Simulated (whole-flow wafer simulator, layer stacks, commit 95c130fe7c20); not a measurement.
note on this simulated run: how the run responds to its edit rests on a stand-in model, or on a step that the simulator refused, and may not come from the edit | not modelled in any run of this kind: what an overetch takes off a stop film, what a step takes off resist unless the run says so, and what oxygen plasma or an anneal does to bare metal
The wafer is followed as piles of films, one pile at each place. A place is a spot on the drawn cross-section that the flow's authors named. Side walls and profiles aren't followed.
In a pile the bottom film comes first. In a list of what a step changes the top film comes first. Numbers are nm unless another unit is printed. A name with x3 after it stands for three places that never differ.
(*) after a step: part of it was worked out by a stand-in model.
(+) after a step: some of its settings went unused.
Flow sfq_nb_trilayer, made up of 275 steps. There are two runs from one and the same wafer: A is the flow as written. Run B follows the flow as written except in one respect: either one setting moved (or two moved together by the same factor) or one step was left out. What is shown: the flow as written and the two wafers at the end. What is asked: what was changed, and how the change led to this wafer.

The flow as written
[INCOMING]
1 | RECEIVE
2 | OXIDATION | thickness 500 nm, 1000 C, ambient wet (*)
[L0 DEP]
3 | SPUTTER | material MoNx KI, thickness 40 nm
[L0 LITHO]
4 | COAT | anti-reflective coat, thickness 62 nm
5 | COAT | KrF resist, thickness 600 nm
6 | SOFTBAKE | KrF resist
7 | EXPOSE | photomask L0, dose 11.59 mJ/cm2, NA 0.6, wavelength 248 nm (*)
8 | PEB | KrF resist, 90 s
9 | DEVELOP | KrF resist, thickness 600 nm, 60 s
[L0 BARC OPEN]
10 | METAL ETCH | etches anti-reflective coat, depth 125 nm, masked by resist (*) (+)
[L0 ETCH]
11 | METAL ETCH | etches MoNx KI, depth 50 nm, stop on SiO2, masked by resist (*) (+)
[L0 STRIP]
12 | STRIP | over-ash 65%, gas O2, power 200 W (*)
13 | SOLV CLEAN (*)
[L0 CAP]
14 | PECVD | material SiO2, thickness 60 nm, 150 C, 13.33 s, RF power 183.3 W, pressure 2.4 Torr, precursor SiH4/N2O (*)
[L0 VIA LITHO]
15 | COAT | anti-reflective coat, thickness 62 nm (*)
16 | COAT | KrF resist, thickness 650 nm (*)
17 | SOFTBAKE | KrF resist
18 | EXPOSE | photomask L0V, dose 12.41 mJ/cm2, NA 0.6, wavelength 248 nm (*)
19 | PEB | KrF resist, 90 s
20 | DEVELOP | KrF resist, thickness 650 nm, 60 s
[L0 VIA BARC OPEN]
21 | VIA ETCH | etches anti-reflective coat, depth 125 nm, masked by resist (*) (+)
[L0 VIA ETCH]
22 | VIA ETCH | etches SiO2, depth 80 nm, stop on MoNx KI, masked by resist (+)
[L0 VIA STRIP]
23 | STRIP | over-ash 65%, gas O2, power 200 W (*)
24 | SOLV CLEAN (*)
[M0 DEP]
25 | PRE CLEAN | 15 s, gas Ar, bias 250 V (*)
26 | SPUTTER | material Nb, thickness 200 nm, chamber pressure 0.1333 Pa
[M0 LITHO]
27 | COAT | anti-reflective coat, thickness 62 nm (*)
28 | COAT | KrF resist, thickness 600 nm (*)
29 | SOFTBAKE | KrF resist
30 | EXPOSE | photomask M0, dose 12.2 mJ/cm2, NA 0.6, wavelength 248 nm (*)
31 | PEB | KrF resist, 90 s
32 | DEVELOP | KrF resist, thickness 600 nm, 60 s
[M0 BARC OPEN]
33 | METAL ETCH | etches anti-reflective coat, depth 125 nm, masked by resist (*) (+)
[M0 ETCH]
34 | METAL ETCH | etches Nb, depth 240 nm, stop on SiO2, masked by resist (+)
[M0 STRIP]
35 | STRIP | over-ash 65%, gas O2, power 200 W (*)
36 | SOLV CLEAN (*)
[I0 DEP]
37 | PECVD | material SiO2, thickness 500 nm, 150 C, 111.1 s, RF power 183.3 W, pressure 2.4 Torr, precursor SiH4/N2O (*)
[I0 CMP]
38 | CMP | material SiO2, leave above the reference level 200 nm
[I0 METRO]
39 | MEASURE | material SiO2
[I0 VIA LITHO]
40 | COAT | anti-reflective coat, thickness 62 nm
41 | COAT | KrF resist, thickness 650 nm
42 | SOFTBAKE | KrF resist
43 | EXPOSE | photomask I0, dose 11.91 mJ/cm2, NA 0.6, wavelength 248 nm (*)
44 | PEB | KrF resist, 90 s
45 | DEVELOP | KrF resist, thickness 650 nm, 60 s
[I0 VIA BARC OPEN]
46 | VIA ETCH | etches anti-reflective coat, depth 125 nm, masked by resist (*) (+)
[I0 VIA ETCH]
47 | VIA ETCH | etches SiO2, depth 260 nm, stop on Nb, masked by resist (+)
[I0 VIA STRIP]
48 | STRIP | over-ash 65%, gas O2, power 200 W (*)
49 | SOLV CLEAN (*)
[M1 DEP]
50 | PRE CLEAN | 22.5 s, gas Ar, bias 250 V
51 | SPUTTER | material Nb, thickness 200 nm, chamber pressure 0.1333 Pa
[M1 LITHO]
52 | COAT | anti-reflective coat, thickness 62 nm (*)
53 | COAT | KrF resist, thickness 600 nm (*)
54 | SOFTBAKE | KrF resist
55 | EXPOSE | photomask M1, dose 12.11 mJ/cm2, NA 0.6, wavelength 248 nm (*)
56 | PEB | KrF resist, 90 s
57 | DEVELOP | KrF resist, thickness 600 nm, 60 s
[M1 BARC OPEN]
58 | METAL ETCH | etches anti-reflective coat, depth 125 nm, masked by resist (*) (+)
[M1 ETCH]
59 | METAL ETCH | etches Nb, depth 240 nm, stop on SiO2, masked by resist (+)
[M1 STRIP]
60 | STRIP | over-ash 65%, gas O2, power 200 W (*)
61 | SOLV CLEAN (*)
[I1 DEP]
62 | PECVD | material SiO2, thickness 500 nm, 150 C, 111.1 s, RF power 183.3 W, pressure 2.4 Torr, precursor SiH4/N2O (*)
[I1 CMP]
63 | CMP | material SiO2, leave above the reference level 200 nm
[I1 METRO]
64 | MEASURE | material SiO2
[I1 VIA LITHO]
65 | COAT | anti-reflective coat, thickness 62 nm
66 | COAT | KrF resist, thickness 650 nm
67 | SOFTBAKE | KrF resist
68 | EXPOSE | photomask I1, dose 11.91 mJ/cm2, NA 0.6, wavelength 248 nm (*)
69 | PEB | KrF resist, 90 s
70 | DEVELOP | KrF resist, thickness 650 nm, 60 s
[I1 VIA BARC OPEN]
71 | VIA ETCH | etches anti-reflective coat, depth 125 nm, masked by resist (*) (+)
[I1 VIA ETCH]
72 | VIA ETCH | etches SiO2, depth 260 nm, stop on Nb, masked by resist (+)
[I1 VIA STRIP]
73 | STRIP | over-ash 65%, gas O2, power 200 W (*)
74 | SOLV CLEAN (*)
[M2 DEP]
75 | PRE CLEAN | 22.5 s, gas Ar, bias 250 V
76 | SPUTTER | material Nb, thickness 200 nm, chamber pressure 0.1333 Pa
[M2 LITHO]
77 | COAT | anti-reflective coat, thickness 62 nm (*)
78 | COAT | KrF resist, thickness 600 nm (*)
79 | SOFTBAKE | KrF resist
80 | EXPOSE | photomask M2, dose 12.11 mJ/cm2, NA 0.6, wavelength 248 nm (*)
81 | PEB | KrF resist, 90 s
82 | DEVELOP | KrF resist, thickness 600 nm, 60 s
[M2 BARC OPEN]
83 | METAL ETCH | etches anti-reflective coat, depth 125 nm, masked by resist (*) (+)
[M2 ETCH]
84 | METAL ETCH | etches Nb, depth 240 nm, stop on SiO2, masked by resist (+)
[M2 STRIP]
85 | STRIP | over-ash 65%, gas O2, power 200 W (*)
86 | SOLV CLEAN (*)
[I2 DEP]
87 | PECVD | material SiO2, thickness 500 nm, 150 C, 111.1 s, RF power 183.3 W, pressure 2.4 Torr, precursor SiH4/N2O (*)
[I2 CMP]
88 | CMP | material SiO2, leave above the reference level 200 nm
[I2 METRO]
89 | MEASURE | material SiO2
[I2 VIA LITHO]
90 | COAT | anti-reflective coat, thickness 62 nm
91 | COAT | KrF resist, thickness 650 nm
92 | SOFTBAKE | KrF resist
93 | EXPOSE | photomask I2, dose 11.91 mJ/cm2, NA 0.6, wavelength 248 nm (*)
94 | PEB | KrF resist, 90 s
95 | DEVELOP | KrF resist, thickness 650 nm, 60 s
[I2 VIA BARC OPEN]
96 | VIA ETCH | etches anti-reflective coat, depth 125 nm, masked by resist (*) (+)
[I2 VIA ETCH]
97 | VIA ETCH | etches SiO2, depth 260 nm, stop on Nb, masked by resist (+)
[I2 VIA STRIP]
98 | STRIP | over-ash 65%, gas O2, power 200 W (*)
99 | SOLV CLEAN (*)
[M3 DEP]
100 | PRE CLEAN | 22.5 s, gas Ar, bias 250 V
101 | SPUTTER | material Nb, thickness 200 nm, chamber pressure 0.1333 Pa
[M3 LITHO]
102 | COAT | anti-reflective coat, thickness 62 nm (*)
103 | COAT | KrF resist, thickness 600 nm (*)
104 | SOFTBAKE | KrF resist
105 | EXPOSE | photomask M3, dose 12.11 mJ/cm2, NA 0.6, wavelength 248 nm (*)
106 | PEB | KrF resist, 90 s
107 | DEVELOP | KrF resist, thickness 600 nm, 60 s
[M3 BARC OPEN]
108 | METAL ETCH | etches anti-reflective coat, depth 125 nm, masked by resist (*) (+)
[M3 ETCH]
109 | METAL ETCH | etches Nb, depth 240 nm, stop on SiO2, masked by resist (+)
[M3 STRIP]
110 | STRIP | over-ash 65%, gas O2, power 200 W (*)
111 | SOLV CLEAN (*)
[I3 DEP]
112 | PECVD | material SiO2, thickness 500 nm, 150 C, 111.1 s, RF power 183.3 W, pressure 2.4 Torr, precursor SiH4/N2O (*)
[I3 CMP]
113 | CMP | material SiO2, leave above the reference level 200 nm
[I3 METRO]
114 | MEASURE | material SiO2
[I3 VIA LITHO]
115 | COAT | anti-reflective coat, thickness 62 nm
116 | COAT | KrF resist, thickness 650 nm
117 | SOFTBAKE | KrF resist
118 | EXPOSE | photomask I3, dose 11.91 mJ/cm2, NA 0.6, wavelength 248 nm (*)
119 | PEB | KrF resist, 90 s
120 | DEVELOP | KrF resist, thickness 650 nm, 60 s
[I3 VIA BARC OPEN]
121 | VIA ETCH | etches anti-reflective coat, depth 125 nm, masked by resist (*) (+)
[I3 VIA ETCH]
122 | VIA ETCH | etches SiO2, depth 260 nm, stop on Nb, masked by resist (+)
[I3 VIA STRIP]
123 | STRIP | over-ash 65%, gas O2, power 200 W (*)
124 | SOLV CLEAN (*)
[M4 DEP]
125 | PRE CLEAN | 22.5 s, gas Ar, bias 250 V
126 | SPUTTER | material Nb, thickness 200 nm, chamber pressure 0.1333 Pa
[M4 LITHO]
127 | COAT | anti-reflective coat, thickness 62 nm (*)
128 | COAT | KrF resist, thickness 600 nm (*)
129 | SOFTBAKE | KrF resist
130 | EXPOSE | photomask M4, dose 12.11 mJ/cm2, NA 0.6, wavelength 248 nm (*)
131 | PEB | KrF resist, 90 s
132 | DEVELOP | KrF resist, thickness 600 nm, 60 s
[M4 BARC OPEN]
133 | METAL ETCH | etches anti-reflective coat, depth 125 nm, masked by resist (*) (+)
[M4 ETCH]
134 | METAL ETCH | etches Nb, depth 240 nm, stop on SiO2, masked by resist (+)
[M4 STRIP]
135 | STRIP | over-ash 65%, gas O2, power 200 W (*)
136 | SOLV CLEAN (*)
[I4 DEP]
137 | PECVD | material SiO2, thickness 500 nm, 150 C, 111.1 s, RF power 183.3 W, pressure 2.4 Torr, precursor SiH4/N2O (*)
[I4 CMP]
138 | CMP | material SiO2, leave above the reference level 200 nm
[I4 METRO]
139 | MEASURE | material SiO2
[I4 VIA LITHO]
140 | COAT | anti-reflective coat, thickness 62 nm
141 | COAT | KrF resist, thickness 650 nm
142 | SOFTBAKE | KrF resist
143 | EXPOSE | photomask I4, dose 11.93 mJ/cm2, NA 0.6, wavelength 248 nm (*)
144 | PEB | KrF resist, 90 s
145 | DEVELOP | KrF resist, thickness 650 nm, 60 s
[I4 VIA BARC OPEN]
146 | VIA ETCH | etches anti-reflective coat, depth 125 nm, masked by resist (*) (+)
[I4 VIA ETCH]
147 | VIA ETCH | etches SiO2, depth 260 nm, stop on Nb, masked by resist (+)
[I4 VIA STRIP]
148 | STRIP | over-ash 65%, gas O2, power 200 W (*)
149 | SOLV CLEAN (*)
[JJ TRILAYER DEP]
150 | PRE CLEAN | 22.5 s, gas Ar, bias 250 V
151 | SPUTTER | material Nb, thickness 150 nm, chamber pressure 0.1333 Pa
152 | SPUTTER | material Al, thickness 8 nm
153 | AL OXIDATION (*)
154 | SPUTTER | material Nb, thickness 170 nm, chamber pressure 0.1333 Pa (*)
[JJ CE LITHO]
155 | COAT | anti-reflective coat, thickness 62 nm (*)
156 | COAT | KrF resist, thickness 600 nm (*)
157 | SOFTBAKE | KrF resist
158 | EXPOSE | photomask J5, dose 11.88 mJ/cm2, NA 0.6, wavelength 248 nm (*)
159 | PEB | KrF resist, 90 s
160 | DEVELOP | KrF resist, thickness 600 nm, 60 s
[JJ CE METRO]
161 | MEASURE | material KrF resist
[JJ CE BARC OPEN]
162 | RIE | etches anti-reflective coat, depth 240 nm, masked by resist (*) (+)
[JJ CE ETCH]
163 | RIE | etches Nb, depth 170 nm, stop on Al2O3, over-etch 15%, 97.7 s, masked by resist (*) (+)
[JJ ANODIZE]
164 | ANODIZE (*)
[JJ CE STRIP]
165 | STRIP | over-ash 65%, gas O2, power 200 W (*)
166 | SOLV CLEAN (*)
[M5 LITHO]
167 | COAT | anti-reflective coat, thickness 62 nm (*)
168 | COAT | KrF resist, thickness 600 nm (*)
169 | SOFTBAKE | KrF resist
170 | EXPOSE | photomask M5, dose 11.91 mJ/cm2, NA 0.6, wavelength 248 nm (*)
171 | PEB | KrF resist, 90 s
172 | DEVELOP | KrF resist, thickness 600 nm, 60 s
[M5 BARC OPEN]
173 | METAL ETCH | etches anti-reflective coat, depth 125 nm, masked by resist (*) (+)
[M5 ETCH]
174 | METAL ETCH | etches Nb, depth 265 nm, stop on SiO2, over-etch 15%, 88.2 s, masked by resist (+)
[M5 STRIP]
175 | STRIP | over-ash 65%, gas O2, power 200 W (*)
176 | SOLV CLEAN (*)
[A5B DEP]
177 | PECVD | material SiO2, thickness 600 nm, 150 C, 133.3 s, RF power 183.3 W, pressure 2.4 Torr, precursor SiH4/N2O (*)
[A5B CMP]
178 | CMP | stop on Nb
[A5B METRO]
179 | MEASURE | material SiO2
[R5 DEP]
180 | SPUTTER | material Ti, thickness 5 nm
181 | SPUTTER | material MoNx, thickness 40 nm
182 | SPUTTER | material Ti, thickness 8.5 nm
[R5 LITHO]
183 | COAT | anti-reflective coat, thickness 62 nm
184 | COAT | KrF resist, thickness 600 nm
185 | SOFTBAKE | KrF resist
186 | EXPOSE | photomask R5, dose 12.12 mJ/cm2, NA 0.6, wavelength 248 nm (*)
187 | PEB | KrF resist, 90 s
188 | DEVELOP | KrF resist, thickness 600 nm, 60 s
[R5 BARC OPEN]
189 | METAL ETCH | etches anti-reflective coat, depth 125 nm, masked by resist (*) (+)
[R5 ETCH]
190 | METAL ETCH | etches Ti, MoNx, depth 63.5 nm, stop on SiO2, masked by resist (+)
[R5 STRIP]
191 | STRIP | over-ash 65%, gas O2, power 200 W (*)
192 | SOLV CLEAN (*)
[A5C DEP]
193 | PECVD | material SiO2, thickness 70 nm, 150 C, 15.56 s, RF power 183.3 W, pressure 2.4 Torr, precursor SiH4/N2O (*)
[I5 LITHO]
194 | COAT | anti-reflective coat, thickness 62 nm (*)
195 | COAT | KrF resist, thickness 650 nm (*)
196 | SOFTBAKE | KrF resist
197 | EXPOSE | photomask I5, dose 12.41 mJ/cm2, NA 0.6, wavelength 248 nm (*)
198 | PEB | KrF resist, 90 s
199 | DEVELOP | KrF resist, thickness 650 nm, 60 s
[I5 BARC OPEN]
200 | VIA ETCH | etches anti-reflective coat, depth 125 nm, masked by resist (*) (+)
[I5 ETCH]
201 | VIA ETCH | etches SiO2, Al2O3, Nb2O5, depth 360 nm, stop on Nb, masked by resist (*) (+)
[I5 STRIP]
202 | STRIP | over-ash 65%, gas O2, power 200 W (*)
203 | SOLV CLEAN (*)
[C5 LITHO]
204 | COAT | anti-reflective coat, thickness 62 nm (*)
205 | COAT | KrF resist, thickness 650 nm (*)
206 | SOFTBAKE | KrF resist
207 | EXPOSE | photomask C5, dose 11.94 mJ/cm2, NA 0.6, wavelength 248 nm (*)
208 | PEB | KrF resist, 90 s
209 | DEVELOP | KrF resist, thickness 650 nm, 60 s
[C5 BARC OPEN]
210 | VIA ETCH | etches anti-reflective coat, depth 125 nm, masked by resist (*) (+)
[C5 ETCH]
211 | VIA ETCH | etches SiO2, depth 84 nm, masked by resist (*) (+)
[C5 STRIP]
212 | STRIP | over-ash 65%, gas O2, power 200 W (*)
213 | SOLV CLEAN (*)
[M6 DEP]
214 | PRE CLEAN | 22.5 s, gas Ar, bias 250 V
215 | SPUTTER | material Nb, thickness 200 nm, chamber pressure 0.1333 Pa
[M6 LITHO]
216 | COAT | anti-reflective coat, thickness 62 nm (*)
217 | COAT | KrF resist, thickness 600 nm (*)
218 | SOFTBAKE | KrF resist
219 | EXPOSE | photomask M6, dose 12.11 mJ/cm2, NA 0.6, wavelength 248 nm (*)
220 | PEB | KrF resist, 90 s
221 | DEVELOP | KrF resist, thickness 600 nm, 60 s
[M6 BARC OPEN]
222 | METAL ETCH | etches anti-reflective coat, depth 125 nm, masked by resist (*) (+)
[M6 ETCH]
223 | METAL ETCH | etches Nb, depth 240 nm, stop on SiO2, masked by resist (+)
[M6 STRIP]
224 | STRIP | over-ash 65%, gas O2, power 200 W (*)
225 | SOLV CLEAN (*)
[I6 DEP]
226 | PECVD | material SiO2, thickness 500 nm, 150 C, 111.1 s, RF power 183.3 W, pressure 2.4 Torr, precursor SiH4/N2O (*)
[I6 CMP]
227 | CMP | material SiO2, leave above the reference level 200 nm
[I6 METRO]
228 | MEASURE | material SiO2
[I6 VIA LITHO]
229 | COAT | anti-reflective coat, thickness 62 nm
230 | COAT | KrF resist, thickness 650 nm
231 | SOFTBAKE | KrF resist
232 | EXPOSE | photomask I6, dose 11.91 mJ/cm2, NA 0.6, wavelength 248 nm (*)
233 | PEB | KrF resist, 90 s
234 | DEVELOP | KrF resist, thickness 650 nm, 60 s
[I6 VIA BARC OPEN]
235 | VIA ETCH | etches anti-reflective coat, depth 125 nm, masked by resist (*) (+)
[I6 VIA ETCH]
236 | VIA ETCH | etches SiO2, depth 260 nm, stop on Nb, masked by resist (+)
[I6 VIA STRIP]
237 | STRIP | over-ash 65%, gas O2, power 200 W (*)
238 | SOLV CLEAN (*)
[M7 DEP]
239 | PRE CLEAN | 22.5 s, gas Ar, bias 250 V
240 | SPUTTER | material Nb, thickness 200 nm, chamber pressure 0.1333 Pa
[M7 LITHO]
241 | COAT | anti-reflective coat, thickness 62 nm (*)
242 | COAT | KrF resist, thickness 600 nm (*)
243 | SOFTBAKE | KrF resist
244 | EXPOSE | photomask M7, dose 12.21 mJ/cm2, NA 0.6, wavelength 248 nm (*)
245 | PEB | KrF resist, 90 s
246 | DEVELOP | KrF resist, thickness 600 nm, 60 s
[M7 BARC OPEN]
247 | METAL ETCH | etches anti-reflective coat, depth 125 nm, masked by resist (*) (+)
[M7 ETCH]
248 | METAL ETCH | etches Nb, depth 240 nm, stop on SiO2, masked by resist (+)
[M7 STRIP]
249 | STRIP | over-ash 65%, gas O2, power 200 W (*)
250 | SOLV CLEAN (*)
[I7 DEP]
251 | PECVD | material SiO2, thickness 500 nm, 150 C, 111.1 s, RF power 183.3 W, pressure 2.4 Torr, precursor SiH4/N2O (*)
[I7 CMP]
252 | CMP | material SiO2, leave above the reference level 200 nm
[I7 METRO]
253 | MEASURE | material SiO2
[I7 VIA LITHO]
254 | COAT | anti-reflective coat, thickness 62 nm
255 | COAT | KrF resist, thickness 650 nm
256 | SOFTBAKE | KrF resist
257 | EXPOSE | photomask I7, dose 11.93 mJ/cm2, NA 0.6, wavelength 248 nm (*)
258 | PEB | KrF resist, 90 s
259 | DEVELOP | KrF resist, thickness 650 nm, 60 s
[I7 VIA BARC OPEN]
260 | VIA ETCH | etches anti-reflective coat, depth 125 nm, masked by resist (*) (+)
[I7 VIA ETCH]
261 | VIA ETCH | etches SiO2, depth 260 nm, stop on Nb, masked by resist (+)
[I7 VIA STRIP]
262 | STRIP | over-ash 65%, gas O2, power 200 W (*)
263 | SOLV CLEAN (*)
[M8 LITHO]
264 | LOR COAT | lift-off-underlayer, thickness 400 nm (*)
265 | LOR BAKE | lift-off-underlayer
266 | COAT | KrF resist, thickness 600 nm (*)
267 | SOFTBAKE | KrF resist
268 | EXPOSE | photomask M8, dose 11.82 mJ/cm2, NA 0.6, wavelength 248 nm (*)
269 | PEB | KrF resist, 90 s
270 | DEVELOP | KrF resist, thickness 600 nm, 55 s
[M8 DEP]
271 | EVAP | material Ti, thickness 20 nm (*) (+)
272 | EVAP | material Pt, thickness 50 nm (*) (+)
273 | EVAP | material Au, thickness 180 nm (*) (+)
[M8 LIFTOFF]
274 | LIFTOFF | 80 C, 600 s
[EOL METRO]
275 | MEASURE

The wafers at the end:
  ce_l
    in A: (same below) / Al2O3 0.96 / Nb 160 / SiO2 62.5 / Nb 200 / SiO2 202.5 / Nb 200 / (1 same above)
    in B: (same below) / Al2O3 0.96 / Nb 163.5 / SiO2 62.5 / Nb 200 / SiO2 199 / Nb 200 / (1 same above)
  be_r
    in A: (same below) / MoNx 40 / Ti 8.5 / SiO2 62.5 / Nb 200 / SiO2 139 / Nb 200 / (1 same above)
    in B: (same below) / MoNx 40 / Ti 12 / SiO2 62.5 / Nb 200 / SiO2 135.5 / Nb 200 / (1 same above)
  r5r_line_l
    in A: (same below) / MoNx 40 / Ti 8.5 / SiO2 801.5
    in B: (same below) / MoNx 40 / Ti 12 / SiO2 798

What caused this: step 182, SPUTTER: thickness 12 nm was run, though the flow has thickness 8.5 nm.
One can read it off the wafer: be_r has Ti 12, and step 182 as written asks for 8.5 nm.

Step by step, how the change led to this:
  182 | SPUTTER | material Ti, thickness 8.5 nm
      field_l, v_sur, via_wl and 103 more: A Ti gains 8.5 (new film) | B Ti gains 12 (new film)
  190 | METAL ETCH | etches Ti, MoNx, depth 63.5 nm, stop on SiO2, masked by resist (+)
      field_l, v_sur, via_wl and 92 more: A Ti loses 8.5 (all of it), MoNx loses 40 (all of it), Ti loses 5 (all of it) | B Ti loses 12 (all of it), MoNx loses 40 (all of it), Ti loses 5 (all of it)
      ce_l, c5j, ce_r, wl_jj: A Ti loses 8.5 (all of it), MoNx loses 40 (all of it), Ti loses 5 (all of it), Nb loses 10 | B Ti loses 12 (all of it), MoNx loses 40 (all of it), Ti loses 5 (all of it), Nb loses 6.5
  194 | COAT | anti-reflective coat, thickness 62 nm (*)
      ce_l: A anti-reflective coat gains 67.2 (new film) | B anti-reflective coat gains 65.6 (new film)
      ce_r: A anti-reflective coat gains 68.1 (new film) | B anti-reflective coat gains 66.4 (new film)
  202 | STRIP | over-ash 65%, gas O2, power 200 W (*)
      ce_l: A KrF resist loses 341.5 (all of it), anti-reflective coat loses 67.2 (all of it) | B KrF resist loses 340.6 (all of it), anti-reflective coat loses 65.6 (all of it)
      ce_r: A KrF resist loses 346.1 (all of it), anti-reflective coat loses 68.1 (all of it) | B KrF resist loses 345.6 (all of it), anti-reflective coat loses 66.4 (all of it)
  204 | COAT | anti-reflective coat, thickness 62 nm (*)
      ce_l: A anti-reflective coat gains 66 (new film) | B anti-reflective coat gains 64.5 (new film)
      ce_r: A anti-reflective coat gains 67.2 (new film) | B anti-reflective coat gains 65.5 (new film)
  212 | STRIP | over-ash 65%, gas O2, power 200 W (*)
      ce_l: A KrF resist loses 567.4 (all of it), anti-reflective coat loses 66 (all of it) | B KrF resist loses 566.7 (all of it), anti-reflective coat loses 64.5 (all of it)
      ce_r: A KrF resist loses 573.7 (all of it), anti-reflective coat loses 67.2 (all of it) | B KrF resist loses 573.6 (all of it), anti-reflective coat loses 65.5 (all of it)
  216 | COAT | anti-reflective coat, thickness 62 nm (*)
      ce_l: A anti-reflective coat gains 48 (new film) | B anti-reflective coat gains 46.9 (new film)
      ce_r: A anti-reflective coat gains 48.8 (new film) | B anti-reflective coat gains 47.7 (new film)
      (also at 1 further place)
  224 | STRIP | over-ash 65%, gas O2, power 200 W (*)
      ce_l: A KrF resist loses 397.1 (all of it), anti-reflective coat loses 48 (all of it) | B KrF resist loses 395.8 (all of it), anti-reflective coat loses 46.9 (all of it)
      ce_r: A KrF resist loses 403.5 (all of it), anti-reflective coat loses 48.8 (all of it) | B KrF resist loses 402.6 (all of it), anti-reflective coat loses 47.7 (all of it)
      (also at 1 further place)
  227 | CMP | material SiO2, leave above the reference level 200 nm
      r5r_line_l, r5r_spacepad_l, r5r_spacepad_r, r5r_line_c, r5r_line_r: A SiO2 loses 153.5 | B SiO2 loses 157
